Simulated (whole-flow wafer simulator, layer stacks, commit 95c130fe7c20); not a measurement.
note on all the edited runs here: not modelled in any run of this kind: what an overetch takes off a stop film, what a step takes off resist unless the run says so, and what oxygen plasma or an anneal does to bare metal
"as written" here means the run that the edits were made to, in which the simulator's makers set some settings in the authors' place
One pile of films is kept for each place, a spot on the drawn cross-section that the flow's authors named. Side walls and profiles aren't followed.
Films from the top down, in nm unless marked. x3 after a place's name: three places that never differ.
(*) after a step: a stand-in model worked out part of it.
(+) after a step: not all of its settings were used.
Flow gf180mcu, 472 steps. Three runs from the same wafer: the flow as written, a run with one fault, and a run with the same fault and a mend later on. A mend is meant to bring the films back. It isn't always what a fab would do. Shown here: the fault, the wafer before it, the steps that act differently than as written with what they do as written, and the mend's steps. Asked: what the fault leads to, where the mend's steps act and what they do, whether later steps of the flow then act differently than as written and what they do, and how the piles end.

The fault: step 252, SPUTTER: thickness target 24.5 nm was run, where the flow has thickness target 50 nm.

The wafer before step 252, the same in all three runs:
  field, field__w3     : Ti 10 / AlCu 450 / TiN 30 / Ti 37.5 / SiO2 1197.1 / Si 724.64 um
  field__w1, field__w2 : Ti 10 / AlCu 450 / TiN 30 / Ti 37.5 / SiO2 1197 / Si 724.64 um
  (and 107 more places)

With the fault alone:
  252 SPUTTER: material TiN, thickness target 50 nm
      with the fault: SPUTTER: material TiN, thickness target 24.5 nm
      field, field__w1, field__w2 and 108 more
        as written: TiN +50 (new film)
        with the fault: TiN +24.5 (new film)
  Later steps of the flow that act differently than as written (2 more steps differ only slightly, by at most 2% or 0.5 nm, whichever is larger, and aren't shown):
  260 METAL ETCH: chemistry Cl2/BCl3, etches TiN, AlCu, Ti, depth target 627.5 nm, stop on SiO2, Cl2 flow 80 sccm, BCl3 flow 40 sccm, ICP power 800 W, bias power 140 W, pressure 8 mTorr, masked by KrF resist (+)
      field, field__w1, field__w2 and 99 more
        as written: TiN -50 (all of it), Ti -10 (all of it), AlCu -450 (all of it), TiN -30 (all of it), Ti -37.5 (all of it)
        with the fault: TiN -24.5 (all of it), Ti -10 (all of it), AlCu -450 (all of it), TiN -30 (all of it), Ti -37.5 (all of it)
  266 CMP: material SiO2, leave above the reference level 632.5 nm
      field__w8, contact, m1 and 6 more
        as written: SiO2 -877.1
        with the fault: SiO2 -851.6
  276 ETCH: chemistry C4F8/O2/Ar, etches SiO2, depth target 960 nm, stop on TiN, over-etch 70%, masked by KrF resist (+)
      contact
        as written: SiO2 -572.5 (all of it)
        with the fault: SiO2 -598 (all of it)
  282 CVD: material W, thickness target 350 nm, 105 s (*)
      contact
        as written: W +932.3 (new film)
        with the fault: W +958 (new film)
  At the end the piles differ from the flow's by more than 2% or 0.5 nm, whichever is larger, at field__w8, contact, m1 and 6 more.
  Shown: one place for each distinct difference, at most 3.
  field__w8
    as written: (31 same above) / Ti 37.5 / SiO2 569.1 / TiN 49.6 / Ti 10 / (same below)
    with the fault: (31 same above) / Ti 37.5 / SiO2 594.6 / TiN 24.1 / Ti 10 / (same below)
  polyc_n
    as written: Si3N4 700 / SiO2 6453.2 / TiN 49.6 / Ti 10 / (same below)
    with the fault: Si3N4 700 / SiO2 6478.7 / TiN 24.1 / Ti 10 / (same below)
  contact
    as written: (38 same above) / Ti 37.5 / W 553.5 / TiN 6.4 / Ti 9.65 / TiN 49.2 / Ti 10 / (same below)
    with the fault: (38 same above) / Ti 37.5 / W 579.2 / TiN 6.31 / Ti 9.51 / TiN 23.7 / Ti 10 / (same below)

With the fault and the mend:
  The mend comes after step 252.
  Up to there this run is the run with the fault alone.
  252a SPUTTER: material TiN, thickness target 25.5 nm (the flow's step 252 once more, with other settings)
      field, field__w1, field__w2 and 108 more
        TiN +25.5
  No later step of the flow acts differently than as written at any place that is followed.
  At the end the piles are the same as the flow's at every place that both follow.
